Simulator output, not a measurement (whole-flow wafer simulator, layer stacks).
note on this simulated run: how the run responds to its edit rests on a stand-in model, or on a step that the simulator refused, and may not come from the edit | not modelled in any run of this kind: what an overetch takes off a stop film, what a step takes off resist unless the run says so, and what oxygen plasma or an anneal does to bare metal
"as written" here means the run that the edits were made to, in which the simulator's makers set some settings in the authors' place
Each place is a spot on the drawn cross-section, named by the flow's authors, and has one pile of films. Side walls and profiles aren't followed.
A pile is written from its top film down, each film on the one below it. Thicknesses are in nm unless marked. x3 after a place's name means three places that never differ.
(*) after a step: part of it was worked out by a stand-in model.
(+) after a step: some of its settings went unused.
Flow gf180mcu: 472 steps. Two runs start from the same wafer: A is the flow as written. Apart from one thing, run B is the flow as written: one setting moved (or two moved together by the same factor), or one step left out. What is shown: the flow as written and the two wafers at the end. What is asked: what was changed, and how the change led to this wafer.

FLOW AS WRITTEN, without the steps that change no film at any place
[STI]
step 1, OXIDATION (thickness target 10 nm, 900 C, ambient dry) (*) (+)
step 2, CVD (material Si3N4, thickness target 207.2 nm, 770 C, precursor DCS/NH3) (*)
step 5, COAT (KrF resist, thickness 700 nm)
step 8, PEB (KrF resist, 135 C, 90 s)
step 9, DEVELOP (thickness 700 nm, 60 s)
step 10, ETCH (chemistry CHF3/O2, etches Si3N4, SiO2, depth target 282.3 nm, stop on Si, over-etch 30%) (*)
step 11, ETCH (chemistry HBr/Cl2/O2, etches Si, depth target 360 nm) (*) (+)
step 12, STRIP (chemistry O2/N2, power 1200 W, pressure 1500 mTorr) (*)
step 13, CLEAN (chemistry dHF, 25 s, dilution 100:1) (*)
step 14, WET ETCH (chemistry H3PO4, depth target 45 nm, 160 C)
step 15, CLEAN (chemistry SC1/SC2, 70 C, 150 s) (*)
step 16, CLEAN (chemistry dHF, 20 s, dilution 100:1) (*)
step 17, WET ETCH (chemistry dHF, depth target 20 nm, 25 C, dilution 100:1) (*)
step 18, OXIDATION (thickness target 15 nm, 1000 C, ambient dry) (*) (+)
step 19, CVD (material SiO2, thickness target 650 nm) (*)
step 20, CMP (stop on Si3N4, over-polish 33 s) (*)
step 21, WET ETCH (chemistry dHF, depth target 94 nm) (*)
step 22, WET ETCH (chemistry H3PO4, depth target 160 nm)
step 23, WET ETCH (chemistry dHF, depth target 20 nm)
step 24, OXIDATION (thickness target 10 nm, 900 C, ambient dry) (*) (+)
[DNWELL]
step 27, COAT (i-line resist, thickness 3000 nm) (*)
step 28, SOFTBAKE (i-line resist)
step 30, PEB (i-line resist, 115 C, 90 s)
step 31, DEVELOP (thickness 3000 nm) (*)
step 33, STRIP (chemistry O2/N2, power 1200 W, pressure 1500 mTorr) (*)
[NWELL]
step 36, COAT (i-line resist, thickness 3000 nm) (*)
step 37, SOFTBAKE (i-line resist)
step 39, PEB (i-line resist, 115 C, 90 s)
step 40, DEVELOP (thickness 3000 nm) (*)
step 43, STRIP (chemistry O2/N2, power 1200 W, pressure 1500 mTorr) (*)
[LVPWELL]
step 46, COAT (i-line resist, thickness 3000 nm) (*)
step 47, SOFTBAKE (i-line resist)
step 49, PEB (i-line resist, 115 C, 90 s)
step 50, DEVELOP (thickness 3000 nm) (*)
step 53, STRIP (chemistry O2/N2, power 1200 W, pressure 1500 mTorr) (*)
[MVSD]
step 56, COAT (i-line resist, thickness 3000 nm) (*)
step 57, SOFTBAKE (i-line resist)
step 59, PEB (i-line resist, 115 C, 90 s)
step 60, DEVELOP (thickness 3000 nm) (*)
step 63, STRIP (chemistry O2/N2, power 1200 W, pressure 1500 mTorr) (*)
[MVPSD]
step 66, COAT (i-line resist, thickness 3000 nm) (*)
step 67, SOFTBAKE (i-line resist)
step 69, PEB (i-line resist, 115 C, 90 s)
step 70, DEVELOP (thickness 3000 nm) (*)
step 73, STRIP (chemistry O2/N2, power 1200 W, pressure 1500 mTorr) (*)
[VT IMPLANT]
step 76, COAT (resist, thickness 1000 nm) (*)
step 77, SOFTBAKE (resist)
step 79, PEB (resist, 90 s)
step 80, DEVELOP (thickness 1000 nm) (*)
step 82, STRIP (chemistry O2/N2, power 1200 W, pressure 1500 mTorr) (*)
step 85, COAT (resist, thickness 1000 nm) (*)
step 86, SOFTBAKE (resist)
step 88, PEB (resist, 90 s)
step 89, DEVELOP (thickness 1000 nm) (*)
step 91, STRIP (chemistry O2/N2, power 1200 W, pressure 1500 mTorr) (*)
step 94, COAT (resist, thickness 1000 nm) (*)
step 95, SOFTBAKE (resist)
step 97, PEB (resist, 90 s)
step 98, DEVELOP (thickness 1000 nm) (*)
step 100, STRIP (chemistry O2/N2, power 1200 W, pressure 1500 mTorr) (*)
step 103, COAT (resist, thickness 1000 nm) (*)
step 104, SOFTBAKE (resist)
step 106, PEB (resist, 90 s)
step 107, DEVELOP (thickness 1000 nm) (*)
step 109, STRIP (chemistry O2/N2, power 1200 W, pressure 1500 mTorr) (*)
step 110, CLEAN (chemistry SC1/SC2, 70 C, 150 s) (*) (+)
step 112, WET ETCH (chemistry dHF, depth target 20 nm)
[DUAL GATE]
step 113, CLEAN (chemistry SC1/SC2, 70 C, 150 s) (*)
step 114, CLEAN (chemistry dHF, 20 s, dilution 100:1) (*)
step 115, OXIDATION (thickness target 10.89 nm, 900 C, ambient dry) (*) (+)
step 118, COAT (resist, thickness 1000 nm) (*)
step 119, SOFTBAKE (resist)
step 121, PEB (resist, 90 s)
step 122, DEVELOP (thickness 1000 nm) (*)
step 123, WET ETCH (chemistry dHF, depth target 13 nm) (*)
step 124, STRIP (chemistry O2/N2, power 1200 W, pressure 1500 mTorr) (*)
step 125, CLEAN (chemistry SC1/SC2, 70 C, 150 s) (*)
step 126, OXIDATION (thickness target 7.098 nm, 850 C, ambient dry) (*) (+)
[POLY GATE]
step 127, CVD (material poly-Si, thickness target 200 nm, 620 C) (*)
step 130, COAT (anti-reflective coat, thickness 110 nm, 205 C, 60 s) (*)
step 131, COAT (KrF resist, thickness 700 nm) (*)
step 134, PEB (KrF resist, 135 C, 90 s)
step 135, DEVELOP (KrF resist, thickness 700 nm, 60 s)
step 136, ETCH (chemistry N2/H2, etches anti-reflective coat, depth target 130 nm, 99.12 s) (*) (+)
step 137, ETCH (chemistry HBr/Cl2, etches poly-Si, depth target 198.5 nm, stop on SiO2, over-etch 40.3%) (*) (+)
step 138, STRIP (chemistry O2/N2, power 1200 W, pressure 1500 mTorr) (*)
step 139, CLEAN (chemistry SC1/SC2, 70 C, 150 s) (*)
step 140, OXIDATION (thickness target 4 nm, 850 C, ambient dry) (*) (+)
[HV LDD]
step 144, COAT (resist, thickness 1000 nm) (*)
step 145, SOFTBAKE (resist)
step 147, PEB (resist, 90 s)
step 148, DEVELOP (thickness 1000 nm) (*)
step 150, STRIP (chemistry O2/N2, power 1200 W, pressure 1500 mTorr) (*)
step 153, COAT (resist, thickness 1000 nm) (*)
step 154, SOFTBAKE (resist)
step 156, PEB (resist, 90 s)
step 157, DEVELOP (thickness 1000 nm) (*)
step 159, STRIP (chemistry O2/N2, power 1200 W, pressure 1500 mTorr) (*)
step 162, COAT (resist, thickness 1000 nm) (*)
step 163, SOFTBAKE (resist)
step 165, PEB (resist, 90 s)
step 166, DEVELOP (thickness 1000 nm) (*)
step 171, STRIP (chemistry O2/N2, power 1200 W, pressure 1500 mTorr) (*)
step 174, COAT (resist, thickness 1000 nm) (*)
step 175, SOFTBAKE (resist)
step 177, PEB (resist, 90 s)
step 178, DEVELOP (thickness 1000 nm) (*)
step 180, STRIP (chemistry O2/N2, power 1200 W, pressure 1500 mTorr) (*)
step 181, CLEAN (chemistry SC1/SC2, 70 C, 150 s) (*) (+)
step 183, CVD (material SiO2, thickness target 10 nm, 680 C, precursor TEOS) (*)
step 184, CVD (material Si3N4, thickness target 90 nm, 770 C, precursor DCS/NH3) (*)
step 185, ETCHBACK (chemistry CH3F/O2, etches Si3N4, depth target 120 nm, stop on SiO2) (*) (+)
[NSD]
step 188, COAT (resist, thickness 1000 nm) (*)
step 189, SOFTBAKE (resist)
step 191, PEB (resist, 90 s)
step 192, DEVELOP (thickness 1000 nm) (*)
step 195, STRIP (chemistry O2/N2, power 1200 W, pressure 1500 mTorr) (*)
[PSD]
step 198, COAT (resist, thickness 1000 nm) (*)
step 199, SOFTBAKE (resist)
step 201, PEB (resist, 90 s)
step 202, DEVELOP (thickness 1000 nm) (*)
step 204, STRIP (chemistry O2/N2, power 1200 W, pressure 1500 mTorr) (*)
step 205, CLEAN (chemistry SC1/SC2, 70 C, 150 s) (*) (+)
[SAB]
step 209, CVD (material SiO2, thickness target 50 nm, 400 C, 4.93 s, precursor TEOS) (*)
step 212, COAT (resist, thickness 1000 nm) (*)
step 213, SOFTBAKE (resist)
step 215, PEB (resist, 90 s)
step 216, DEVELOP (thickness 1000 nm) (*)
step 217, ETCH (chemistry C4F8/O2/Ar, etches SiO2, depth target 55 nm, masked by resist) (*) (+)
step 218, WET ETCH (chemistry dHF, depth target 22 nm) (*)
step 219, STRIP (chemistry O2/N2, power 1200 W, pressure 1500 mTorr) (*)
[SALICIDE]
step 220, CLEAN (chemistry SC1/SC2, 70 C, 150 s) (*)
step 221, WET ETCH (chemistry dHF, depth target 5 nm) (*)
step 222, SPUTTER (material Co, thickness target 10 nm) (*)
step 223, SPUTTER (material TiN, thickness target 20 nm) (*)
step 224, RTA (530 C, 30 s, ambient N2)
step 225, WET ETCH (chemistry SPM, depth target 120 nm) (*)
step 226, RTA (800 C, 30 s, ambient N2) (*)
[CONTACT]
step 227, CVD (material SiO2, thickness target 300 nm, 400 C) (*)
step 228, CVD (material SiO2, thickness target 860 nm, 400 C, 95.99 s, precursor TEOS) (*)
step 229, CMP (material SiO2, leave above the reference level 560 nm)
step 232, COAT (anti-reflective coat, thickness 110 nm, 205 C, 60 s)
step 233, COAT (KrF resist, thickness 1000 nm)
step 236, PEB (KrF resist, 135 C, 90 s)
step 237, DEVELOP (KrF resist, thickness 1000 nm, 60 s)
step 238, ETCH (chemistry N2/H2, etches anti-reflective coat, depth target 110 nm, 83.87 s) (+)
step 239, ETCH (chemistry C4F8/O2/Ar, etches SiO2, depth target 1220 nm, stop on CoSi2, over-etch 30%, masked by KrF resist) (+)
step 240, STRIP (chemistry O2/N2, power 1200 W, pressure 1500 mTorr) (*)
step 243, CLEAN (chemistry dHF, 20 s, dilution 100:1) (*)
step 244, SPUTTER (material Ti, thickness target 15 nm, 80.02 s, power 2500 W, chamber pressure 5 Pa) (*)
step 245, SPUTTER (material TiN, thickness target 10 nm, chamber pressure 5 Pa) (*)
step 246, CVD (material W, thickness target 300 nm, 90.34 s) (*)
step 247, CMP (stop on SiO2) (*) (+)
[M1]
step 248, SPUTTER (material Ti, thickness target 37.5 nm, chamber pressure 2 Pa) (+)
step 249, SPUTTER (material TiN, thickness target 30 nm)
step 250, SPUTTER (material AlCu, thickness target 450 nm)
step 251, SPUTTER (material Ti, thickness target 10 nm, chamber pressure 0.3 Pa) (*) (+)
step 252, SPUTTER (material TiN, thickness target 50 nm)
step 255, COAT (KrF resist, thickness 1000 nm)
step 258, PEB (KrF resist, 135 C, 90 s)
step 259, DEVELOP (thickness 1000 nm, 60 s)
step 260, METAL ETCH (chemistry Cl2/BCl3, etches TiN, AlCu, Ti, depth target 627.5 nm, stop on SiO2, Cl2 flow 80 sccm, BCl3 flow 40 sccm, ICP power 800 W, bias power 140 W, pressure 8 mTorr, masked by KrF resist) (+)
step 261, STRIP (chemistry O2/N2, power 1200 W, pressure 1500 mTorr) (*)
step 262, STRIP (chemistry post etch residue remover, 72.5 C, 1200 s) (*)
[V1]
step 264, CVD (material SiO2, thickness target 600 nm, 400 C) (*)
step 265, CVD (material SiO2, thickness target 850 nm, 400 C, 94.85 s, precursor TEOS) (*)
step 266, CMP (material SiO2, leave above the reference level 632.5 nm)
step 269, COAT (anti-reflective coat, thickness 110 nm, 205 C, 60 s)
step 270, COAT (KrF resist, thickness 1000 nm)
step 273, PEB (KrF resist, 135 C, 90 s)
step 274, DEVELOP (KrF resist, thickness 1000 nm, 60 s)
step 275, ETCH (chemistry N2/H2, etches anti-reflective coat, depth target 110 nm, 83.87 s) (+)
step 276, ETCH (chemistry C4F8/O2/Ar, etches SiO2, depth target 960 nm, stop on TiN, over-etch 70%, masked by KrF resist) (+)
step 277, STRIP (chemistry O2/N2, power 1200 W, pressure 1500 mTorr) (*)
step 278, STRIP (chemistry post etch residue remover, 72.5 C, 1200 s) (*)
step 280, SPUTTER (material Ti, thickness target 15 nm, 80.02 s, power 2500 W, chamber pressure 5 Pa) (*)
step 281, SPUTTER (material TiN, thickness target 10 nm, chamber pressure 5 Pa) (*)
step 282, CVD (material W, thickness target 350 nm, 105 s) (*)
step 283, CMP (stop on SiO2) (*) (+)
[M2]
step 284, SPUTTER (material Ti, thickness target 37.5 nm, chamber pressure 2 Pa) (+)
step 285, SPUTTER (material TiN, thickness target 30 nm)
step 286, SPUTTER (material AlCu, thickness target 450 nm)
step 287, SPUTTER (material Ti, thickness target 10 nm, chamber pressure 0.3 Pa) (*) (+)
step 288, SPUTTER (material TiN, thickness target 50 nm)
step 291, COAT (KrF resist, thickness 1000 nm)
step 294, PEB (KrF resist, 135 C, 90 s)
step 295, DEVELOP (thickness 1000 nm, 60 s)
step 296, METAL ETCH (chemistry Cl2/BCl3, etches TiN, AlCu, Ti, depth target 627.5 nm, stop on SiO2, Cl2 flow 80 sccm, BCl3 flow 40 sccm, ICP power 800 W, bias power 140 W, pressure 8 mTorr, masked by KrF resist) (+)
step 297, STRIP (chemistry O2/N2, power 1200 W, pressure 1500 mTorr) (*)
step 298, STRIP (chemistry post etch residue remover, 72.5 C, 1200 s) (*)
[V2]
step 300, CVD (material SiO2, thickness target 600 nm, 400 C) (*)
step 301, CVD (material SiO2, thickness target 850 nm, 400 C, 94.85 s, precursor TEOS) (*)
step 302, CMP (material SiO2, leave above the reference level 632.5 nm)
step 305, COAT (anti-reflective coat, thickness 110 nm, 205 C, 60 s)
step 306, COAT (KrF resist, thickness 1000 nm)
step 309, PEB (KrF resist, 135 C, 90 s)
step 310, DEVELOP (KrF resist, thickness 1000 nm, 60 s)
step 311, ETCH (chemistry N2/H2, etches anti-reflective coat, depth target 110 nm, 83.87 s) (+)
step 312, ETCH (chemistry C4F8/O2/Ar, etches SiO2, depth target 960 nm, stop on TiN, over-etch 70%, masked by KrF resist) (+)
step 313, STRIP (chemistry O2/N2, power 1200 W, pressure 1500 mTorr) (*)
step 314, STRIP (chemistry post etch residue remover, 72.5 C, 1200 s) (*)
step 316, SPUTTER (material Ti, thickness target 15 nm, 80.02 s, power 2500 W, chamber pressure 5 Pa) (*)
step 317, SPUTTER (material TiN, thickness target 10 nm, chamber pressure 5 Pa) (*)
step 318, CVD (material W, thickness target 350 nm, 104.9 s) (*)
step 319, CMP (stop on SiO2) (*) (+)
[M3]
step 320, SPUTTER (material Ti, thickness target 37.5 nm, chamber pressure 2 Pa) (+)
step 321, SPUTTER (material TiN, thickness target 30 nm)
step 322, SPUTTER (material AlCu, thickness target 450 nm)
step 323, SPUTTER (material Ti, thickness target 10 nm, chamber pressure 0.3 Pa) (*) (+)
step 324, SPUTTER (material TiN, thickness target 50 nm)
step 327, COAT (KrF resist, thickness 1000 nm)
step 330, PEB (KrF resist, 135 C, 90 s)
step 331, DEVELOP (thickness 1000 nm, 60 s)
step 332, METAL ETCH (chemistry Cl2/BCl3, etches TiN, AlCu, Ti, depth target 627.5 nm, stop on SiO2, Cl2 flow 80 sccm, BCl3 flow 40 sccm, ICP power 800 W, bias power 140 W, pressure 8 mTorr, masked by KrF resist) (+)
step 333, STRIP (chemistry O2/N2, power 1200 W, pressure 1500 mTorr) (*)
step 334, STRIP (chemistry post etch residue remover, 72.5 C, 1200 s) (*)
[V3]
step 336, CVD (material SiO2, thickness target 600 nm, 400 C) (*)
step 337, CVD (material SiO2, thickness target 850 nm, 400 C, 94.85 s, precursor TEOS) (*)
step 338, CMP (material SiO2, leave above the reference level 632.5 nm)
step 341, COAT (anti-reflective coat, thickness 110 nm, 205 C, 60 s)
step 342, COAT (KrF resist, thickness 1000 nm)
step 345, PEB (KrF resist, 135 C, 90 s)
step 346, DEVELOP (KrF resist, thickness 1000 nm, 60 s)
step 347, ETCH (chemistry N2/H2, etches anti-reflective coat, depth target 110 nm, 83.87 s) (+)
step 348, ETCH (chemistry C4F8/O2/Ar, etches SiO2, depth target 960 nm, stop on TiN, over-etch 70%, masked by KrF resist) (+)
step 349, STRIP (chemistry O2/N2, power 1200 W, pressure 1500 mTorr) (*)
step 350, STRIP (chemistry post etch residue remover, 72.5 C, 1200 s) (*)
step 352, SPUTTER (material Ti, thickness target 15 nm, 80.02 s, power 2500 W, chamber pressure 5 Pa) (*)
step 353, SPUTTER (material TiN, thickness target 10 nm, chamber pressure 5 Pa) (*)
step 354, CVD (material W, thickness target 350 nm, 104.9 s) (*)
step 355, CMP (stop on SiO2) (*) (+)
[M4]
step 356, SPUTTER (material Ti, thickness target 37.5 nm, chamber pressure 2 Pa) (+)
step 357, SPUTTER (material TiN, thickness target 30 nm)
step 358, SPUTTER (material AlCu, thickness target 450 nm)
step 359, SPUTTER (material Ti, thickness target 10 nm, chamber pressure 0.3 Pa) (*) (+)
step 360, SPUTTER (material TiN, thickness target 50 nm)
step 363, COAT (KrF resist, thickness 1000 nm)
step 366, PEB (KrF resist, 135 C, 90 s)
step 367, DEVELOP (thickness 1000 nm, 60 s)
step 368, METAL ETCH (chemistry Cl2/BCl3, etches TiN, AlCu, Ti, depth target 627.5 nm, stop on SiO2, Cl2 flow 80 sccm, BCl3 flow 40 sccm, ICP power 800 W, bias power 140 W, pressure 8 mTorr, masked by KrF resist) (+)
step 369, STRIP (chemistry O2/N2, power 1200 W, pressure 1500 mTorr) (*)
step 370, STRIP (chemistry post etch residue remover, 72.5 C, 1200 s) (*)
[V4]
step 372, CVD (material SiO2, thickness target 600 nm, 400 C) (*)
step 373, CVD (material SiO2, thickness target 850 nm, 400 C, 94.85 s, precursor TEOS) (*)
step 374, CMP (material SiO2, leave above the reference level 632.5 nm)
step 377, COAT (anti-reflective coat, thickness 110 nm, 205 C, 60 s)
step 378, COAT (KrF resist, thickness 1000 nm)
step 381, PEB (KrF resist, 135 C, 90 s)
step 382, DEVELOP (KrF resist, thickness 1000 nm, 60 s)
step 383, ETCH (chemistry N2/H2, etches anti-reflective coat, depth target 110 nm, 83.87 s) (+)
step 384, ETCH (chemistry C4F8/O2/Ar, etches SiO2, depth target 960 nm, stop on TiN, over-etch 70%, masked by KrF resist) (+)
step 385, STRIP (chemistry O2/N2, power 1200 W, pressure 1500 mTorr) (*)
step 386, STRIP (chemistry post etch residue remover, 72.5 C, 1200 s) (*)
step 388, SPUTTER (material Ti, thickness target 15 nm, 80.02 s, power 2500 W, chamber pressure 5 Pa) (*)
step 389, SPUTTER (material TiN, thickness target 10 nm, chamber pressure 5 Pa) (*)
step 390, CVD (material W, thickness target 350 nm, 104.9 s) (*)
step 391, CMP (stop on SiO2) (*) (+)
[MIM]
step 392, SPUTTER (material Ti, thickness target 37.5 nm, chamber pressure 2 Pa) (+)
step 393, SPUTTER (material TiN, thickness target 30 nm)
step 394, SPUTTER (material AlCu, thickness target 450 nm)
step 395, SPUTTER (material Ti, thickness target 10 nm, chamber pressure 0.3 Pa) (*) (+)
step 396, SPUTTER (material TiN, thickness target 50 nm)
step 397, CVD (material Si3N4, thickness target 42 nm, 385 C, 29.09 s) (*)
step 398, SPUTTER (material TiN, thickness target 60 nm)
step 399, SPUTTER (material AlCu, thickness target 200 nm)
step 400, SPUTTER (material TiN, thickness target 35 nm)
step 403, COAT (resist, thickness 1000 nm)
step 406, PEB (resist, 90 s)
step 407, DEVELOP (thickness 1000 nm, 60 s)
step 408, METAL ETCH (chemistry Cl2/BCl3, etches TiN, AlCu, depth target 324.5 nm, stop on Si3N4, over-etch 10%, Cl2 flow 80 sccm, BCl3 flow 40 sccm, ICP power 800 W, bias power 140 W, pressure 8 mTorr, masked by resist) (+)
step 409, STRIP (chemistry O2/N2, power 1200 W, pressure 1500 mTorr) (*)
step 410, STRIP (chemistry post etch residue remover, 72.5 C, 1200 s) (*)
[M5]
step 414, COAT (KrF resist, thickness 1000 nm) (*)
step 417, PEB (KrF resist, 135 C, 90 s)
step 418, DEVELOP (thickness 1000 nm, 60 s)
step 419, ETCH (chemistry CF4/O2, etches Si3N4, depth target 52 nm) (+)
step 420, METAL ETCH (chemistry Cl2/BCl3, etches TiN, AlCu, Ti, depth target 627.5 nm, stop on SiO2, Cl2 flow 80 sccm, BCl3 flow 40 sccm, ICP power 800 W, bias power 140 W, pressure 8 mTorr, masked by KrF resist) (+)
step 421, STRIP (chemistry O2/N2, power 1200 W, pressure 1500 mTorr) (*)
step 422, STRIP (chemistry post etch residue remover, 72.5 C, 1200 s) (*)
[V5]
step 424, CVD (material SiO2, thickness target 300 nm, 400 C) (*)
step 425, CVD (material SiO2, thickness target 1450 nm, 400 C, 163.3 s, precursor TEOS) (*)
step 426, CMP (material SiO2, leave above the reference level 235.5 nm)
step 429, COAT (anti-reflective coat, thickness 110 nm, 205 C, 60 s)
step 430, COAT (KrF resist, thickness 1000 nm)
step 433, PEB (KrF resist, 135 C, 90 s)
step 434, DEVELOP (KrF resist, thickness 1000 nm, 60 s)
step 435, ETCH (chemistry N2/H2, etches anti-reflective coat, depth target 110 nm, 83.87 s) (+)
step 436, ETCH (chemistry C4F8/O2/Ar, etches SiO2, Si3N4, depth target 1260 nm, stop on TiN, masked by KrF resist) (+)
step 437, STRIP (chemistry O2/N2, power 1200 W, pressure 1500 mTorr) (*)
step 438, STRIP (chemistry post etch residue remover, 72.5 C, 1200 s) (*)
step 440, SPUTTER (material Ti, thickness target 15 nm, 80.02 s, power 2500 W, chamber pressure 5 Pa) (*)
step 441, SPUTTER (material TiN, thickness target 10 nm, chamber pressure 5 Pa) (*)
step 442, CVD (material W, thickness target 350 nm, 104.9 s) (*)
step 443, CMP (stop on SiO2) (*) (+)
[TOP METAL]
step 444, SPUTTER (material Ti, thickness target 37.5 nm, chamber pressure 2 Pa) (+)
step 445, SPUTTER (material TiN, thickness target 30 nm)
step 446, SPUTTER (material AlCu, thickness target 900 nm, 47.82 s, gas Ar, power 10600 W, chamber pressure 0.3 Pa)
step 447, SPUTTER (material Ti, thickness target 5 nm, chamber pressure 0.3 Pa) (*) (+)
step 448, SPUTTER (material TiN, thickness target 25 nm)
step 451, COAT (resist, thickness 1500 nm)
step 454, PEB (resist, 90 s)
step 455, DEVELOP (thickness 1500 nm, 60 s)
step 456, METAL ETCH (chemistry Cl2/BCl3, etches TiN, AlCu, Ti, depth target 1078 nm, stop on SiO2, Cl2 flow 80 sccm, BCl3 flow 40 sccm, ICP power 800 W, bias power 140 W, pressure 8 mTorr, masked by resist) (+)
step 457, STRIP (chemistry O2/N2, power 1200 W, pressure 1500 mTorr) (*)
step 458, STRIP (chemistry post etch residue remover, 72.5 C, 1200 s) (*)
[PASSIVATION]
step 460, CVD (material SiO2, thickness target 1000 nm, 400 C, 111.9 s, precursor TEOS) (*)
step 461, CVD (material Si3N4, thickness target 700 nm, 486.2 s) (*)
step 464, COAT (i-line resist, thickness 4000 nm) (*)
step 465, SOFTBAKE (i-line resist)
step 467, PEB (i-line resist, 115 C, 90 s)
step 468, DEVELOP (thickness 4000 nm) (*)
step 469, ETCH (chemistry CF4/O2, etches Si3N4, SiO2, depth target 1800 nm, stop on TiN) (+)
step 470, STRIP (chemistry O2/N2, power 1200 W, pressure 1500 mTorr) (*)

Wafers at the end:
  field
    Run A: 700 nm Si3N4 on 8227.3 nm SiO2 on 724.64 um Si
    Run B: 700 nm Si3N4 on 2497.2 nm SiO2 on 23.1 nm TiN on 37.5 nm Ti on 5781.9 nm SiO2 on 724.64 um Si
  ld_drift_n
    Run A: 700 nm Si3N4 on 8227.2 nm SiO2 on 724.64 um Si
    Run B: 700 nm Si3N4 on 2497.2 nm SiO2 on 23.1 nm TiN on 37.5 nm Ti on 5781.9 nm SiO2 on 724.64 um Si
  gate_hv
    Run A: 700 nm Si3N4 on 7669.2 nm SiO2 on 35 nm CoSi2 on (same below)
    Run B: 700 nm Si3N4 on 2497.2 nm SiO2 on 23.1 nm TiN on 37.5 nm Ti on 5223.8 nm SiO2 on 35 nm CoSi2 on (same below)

What caused this: step 394, SPUTTER: thickness target 562.5 nm was run, though the flow has thickness target 450 nm.

The path from the change to this, step by step:
  step 394, SPUTTER (material AlCu, thickness target 450 nm)
      field, field__w1, field__w2 and 108 more: A +450 AlCu (new film) | B +562.5 AlCu (new film)
  step 420, METAL ETCH (chemistry Cl2/BCl3, etches TiN, AlCu, Ti, depth target 627.5 nm, stop on SiO2, Cl2 flow 80 sccm, BCl3 flow 40 sccm, ICP power 800 W, bias power 140 W, pressure 8 mTorr, masked by KrF resist) (+)
      field, field__w1, field__w2 and 101 more: A -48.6 TiN (all of it), -10 Ti (all of it), -450 AlCu (all of it), -30 TiN (all of it), -37.5 Ti (all of it) | B -48.6 TiN (all of it), -10 Ti (all of it), -562.5 AlCu (all of it), -6.44 TiN
  step 424, CVD (material SiO2, thickness target 300 nm, 400 C) (*)
      field, field__w1, field__w2 and 101 more: A +300 SiO2 | B +300 SiO2 (new film)
  step 426, CMP (material SiO2, leave above the reference level 235.5 nm)
      field, field__w1, field__w5 and 92 more: A -300.8 SiO2 | B -249 SiO2
      field__w2, field__w3, field__w12 and 6 more: A -272.7 SiO2 | B -218.5 SiO2
Taking metal films that touch as one body, field has 1 body; the flow as written gives 0 bodies.
Taking metal films that touch as one body, ld_drift_n has 1 body; the flow as written gives 0 bodies.
Taking metal films that touch as one body, gate_hv has 2 bodies (between them, from the top down: SiO2 5223.8); the flow as written gives 1 body.
